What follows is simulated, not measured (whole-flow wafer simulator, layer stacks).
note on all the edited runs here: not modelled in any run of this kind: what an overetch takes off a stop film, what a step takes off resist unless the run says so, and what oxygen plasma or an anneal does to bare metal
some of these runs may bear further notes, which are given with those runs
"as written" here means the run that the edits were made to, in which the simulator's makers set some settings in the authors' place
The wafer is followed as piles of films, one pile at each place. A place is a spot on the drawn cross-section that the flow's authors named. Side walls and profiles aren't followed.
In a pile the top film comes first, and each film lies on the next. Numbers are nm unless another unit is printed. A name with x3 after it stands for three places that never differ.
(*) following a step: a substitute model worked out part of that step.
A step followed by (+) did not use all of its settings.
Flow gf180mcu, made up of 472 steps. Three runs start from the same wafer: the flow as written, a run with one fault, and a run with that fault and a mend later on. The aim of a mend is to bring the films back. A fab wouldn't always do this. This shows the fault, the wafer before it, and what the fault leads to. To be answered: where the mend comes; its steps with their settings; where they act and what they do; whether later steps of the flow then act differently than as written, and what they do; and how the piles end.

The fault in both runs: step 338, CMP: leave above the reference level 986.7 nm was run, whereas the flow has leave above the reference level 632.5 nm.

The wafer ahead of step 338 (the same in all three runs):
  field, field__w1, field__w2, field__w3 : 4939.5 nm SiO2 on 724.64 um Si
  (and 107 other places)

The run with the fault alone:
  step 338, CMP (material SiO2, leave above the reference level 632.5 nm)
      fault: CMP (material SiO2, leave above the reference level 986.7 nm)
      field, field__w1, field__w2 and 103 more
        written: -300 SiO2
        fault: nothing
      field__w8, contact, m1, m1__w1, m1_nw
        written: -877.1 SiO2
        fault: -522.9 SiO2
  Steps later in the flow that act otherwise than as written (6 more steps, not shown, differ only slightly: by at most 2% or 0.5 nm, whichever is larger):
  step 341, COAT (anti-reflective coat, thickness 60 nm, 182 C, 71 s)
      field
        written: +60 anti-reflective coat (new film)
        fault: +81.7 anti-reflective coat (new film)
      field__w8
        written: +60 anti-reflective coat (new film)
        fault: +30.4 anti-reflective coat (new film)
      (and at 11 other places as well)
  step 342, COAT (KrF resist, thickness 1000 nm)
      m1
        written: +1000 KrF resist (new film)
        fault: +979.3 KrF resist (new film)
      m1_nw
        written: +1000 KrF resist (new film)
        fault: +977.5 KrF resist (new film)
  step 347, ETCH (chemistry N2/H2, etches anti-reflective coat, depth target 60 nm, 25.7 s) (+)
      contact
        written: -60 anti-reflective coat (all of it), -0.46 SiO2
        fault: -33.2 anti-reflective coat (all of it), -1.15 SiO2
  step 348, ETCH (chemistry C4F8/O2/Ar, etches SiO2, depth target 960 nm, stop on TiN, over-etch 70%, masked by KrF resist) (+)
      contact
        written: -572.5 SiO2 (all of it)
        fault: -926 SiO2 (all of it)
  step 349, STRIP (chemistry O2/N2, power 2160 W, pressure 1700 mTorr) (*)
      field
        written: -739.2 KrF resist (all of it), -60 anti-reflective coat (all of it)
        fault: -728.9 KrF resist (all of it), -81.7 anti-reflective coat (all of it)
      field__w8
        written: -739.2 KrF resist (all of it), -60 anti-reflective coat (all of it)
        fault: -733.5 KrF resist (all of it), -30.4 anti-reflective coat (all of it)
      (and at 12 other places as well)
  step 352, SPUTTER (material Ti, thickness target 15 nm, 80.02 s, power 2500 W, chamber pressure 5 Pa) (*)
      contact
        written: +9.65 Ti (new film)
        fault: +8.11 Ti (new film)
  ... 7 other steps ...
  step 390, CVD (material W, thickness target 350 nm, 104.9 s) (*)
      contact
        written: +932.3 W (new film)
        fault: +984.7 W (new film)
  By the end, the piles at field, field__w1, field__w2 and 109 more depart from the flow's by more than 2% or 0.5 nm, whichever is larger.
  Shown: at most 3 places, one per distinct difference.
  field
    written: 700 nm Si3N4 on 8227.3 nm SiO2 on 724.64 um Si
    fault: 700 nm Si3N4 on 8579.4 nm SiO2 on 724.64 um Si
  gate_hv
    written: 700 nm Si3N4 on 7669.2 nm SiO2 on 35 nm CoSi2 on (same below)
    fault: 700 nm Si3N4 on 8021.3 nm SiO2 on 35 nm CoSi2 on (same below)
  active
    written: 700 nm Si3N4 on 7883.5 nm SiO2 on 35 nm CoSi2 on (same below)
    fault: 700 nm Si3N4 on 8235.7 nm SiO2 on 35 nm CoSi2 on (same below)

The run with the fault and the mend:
  After step 338 comes the mend.
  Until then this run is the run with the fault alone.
  step 338a, CMP (material SiO2, leave above the reference level 632.5 nm) (the flow's step 338, run once more)
      field, field__w1, field__w2 and 103 more
        -300 SiO2
      field__w8, contact, m1, m1__w1, m1_nw
        -354.2 SiO2
  None of the later steps of the flow acts differently than as written at any place that is followed.
  By the end, the piles equal the flow's at every place that both follow.
